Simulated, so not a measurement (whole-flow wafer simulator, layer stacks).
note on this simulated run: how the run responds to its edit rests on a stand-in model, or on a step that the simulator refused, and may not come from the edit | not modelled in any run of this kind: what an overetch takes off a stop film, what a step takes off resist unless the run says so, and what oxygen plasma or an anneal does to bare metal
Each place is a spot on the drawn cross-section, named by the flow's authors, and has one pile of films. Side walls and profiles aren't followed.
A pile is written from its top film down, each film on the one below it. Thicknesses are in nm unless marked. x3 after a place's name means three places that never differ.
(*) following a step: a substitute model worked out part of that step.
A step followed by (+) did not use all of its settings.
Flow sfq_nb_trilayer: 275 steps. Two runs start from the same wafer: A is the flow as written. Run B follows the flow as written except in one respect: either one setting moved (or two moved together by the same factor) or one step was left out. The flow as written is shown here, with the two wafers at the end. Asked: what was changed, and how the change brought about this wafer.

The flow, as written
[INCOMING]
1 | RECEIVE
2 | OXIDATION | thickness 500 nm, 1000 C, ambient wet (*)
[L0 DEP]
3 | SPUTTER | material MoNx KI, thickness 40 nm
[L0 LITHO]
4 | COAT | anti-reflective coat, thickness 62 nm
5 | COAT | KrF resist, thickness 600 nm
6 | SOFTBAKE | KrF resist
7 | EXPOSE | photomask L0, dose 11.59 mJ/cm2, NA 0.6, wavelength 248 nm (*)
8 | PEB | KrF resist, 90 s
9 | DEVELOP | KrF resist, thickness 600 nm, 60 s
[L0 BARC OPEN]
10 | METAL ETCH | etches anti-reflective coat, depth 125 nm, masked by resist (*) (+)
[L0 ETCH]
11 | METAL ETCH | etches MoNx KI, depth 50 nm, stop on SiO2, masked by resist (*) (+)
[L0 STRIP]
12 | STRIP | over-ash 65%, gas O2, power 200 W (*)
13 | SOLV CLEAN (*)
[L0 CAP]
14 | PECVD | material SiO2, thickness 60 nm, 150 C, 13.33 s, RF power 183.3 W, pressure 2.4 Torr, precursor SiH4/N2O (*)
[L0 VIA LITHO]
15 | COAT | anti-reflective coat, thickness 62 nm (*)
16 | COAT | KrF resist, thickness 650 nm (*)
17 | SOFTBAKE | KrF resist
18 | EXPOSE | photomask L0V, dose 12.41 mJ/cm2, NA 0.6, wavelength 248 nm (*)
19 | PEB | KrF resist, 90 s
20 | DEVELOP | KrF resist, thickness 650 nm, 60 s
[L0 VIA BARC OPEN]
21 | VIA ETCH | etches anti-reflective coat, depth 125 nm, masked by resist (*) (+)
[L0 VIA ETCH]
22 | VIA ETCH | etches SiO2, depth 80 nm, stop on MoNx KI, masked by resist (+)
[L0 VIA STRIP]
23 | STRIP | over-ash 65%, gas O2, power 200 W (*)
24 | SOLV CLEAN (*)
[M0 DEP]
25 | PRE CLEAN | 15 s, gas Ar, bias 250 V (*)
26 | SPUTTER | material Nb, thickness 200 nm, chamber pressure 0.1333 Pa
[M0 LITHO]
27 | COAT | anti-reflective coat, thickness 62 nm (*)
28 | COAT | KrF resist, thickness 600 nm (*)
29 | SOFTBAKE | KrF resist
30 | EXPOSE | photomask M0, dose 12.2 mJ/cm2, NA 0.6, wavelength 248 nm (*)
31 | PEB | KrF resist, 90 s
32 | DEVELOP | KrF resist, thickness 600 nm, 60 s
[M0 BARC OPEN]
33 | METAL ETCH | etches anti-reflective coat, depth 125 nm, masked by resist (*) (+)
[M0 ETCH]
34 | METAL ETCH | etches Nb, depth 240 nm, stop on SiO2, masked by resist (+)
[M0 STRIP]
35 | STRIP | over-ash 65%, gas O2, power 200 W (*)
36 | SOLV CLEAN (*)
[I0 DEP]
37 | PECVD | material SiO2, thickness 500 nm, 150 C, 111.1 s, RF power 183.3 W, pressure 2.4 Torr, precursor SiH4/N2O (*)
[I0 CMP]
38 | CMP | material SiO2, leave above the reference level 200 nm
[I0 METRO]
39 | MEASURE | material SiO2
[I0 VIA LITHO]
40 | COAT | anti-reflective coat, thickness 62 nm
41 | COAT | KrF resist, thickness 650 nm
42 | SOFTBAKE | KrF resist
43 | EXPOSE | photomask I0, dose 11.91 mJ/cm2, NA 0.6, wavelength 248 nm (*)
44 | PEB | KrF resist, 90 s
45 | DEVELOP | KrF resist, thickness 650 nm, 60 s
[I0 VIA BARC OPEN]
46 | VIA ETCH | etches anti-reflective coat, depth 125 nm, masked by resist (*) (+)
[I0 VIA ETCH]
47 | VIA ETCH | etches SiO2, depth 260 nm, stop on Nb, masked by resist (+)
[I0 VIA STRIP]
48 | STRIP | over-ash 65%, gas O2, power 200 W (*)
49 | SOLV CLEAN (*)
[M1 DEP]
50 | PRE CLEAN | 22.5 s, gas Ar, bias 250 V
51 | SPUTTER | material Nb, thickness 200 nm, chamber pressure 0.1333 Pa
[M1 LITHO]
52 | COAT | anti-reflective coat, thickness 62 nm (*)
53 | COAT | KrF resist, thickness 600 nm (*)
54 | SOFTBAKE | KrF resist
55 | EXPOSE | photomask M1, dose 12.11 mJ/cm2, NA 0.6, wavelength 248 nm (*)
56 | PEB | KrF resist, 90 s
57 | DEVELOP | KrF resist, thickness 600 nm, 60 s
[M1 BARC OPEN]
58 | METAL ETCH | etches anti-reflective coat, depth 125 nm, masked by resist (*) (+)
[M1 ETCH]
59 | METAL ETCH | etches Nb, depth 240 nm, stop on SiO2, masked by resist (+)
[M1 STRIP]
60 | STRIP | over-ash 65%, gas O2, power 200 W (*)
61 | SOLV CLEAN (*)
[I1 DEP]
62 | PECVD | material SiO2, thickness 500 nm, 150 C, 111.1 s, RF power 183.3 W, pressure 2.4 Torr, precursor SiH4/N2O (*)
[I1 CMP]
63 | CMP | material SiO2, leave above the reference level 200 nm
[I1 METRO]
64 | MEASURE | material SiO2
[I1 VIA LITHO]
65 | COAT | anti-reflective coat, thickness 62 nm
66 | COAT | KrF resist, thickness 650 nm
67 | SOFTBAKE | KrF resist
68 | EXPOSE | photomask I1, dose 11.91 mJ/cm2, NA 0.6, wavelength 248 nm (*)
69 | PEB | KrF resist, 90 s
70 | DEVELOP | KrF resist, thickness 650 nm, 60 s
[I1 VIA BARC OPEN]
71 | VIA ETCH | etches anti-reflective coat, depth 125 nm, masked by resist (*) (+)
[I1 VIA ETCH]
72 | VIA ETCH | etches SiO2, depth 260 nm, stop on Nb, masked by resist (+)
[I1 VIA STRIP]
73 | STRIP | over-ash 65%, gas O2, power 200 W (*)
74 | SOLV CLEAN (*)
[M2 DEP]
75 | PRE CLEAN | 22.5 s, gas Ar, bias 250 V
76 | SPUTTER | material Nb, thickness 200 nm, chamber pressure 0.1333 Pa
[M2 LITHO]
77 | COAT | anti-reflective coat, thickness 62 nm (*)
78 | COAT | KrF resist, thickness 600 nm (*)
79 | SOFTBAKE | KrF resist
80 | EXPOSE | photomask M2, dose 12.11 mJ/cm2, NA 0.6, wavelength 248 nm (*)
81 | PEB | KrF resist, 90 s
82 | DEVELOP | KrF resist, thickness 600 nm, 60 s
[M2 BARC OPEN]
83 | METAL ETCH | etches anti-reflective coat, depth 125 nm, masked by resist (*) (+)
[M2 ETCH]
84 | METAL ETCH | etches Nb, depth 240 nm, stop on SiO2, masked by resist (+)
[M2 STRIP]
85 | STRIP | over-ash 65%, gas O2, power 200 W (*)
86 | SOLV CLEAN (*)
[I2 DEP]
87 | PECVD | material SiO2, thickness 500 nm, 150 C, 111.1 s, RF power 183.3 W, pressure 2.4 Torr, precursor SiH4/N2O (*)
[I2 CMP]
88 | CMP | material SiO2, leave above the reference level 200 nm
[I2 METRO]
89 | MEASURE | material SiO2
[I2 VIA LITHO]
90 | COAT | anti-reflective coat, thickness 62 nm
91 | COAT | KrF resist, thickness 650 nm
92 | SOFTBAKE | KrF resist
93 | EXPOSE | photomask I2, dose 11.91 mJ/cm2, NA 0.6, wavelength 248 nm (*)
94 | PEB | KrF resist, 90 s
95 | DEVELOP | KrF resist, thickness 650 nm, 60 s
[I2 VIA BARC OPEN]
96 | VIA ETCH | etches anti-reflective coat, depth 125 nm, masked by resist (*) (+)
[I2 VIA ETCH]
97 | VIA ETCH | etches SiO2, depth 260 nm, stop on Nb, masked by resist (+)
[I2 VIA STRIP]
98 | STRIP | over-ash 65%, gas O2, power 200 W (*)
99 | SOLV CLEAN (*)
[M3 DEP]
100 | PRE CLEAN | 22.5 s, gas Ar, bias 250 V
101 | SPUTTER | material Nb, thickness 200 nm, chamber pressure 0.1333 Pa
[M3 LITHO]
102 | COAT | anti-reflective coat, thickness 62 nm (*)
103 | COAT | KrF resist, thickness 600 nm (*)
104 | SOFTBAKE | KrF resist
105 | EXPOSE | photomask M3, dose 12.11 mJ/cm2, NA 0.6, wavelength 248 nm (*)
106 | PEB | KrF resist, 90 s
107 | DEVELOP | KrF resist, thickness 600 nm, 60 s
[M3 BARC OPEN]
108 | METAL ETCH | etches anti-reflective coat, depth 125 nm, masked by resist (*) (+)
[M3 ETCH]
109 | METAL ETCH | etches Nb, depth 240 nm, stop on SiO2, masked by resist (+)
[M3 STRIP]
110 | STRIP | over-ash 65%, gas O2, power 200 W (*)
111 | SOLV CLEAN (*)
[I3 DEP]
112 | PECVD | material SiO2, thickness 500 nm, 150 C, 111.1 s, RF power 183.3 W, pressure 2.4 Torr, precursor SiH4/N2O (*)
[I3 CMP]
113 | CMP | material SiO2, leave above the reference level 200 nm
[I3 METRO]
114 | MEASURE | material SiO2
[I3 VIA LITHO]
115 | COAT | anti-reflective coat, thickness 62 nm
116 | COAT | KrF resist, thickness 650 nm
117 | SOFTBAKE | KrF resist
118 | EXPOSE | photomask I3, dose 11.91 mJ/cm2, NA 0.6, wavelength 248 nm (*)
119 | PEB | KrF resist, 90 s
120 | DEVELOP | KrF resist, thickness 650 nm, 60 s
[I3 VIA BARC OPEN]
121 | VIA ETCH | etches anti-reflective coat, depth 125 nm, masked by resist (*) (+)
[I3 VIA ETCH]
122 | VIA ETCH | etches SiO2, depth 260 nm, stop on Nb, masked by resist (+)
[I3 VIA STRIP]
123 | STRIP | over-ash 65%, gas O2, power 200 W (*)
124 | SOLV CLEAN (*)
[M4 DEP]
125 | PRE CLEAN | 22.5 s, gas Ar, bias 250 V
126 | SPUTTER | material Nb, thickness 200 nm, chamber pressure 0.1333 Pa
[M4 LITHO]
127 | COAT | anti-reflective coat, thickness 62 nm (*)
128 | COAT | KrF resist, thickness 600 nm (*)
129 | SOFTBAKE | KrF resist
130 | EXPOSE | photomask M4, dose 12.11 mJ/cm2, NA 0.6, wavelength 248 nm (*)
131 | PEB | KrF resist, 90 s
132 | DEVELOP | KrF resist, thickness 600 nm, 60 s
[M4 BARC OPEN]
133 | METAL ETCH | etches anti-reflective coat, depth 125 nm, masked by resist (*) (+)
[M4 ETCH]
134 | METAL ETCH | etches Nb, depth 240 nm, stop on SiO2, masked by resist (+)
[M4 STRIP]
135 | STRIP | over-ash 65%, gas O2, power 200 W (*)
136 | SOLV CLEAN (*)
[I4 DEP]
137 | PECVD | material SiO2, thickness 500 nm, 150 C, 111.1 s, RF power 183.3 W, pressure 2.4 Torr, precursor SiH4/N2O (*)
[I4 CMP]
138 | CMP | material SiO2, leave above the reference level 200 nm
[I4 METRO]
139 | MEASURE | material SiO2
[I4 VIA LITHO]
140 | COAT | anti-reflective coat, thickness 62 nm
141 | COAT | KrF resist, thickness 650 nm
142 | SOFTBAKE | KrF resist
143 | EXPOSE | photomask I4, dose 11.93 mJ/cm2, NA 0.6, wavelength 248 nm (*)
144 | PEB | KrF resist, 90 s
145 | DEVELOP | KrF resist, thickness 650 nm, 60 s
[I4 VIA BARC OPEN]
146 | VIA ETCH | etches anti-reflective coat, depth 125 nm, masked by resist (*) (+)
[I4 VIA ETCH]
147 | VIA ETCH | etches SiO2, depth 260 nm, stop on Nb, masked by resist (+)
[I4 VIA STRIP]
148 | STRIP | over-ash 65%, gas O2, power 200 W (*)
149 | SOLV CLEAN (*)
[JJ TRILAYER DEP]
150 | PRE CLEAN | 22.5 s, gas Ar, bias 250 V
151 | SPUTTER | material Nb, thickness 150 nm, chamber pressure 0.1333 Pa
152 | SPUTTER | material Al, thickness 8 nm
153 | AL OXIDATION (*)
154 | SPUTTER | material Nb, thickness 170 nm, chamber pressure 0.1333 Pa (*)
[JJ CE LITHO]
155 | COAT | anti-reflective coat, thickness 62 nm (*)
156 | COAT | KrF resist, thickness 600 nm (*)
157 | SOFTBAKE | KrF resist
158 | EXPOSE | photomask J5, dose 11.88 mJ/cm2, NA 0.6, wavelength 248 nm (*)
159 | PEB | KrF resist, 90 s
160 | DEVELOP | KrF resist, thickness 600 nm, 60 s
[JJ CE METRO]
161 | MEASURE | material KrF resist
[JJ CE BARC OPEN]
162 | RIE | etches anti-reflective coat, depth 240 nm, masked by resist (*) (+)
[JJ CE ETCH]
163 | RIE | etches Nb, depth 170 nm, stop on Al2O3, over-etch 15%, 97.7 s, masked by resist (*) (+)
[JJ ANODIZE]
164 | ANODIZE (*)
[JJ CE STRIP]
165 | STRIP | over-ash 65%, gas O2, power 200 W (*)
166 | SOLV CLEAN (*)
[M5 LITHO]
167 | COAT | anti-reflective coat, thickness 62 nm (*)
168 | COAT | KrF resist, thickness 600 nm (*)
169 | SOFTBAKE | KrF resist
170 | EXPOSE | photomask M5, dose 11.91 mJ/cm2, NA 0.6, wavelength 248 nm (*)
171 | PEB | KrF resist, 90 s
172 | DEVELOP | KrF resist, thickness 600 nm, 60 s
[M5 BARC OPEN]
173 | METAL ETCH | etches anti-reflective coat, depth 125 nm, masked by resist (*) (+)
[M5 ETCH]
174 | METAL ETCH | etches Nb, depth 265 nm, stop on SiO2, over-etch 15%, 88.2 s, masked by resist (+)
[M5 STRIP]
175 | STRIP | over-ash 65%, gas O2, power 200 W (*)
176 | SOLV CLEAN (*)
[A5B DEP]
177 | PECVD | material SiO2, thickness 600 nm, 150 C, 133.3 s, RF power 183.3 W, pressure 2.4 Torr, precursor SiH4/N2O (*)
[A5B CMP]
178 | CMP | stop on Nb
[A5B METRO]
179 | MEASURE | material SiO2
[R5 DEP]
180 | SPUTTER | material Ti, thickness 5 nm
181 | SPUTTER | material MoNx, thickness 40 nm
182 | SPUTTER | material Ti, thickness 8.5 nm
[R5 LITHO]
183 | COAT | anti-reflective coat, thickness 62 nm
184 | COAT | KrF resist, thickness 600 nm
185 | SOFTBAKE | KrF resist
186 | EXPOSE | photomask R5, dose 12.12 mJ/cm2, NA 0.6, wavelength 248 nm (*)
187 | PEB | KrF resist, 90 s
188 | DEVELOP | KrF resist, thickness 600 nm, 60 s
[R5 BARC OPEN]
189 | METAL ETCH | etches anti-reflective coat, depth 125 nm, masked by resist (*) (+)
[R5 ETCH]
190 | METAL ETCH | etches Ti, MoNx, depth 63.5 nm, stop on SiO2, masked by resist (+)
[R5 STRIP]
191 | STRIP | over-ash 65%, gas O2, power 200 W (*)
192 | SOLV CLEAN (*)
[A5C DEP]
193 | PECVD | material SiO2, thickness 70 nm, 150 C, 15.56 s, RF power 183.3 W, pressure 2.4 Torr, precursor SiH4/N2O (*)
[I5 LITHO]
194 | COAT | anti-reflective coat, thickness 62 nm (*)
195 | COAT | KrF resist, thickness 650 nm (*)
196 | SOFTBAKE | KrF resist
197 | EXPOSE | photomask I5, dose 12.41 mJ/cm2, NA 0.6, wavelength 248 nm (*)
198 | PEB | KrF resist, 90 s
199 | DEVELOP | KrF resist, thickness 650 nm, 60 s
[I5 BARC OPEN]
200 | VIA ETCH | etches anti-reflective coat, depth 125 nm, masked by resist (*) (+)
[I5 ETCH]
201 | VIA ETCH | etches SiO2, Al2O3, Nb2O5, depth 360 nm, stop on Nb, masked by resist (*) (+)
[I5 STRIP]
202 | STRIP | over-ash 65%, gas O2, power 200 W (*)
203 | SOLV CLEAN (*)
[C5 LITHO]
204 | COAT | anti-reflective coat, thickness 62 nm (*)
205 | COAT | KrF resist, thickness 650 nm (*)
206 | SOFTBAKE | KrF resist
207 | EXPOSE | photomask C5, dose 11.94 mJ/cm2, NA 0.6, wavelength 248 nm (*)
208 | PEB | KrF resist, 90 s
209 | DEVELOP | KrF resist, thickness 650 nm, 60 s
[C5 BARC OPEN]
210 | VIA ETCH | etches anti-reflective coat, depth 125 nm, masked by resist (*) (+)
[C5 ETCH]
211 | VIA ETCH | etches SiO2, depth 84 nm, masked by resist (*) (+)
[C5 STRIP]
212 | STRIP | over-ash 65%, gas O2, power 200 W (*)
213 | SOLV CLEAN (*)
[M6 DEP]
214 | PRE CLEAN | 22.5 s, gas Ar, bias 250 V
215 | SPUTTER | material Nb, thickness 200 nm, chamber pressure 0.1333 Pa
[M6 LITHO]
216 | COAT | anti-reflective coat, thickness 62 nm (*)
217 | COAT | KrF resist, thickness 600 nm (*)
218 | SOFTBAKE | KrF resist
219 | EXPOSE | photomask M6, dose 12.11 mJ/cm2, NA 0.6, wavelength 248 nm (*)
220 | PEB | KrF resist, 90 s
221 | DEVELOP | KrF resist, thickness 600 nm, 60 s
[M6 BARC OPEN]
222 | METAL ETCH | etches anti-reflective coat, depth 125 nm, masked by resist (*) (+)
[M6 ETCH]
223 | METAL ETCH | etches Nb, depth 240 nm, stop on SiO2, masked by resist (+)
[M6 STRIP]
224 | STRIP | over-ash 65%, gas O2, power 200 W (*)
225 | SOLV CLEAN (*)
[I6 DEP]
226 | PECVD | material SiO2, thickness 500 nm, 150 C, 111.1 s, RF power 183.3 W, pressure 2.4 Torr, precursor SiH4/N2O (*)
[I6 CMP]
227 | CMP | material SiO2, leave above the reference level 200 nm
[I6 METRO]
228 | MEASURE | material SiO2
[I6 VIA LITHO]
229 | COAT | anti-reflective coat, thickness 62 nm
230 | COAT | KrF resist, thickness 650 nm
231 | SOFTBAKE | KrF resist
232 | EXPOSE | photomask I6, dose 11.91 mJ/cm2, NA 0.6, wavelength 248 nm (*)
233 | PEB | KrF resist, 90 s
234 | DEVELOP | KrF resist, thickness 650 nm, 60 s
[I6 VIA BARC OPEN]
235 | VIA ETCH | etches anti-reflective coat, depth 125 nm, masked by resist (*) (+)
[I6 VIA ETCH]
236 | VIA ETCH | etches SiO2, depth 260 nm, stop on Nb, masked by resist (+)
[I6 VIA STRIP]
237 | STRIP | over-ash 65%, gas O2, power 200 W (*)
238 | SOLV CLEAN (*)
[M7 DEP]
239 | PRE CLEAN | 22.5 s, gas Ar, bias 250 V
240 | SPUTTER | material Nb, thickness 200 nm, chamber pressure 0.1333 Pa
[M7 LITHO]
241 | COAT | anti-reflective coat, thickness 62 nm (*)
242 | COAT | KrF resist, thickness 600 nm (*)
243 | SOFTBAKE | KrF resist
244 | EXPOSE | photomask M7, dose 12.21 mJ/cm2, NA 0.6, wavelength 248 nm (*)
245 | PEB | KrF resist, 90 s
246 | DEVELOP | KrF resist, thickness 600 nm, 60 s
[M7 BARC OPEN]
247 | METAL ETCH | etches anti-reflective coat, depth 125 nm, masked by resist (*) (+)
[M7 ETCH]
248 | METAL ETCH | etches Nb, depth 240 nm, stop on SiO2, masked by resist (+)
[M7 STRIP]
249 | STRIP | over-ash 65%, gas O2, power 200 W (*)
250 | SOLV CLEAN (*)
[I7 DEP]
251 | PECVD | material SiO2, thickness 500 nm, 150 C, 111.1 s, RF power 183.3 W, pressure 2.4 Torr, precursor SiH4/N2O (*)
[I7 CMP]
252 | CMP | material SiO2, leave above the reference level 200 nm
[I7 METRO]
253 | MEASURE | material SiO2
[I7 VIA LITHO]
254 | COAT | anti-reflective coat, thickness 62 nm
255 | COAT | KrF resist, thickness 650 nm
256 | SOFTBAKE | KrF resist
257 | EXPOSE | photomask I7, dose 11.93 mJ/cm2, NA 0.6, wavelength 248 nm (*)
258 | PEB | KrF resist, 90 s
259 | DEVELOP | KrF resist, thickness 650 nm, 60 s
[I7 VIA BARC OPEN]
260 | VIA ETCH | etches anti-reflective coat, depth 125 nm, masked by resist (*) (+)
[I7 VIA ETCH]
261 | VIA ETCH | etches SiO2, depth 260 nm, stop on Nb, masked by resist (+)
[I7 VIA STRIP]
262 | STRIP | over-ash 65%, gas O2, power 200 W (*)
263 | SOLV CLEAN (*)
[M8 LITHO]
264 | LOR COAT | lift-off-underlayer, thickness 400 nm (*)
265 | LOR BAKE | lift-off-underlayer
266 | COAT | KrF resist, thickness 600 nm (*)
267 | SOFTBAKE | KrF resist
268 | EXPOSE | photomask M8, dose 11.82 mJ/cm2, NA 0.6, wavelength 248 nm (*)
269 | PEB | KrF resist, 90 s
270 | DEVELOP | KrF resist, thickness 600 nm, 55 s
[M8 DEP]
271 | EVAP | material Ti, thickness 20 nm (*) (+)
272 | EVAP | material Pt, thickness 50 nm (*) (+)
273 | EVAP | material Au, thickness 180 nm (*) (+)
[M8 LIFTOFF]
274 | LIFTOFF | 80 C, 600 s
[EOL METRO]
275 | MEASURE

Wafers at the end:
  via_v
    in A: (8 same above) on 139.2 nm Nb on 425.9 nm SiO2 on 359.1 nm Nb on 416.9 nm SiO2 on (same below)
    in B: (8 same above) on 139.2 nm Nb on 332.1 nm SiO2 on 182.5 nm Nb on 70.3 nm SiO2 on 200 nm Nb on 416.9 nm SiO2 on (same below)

Cause: step 122, VIA ETCH: depth 122 nm was run, whereas the flow has depth 260 nm.

Step by step, how the change led to this:
  122 | VIA ETCH | etches SiO2, depth 260 nm, stop on Nb, masked by resist (+)
      via_v: A -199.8 SiO2 (all of it) | B -122 SiO2
      field_l, v_sur, via_wl and 102 more: A -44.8 KrF resist | B -21 KrF resist
  123 | STRIP | over-ash 65%, gas O2, power 200 W (*)
      field_l, v_sur, via_wl and 102 more: A -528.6 KrF resist (all of it), -62 anti-reflective coat (all of it) | B -552.4 KrF resist (all of it), -62 anti-reflective coat (all of it)
  125 | PRE CLEAN | 22.5 s, gas Ar, bias 250 V
      via_v: A -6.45 Nb | B -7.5 SiO2
  126 | SPUTTER | material Nb, thickness 200 nm, chamber pressure 0.1333 Pa
      via_v: A +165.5 Nb | B +182.5 Nb (new film)
  127 | COAT | anti-reflective coat, thickness 62 nm (*)
      via_sp: A +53 anti-reflective coat (new film) | B +54.6 anti-reflective coat (new film)
      via_v: A +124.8 anti-reflective coat (new film) | B +107.3 anti-reflective coat (new film)
      (also at 1 further place)
  128 | COAT | KrF resist, thickness 600 nm (*)
      via_v: A +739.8 KrF resist (new film) | B +676.1 KrF resist (new film)
  135 | STRIP | over-ash 65%, gas O2, power 200 W (*)
      via_sp: A -373.9 KrF resist (all of it), -53 anti-reflective coat (all of it) | B -379.1 KrF resist (all of it), -54.6 anti-reflective coat (all of it)
      via_v: A -521.8 KrF resist (all of it), -124.8 anti-reflective coat (all of it) | B -458.3 KrF resist (all of it), -107.3 anti-reflective coat (all of it)
      (also at 1 further place)
  137 | PECVD | material SiO2, thickness 500 nm, 150 C, 111.1 s, RF power 183.3 W, pressure 2.4 Torr, precursor SiH4/N2O (*)
      via_v: A +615 SiO2 (new film) | B +500 SiO2 (new film)
  138 | CMP | material SiO2, leave above the reference level 200 nm
      via_v: A -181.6 SiO2 | B -160.4 SiO2
If metal films that touch count as one body, via_v has 7 bodies (between them, from the top down: SiO2 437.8; SiO2 209 / Al2O3 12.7 / Nb2O5 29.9; SiO2 332.1; SiO2 70.3; SiO2 416.9; SiO2 192.5); the flow as written gives 6 bodies (between them, from the top down: SiO2 437.8; SiO2 209 / Al2O3 12.7 / Nb2O5 29.9; SiO2 425.9; SiO2 416.9; SiO2 192.5).
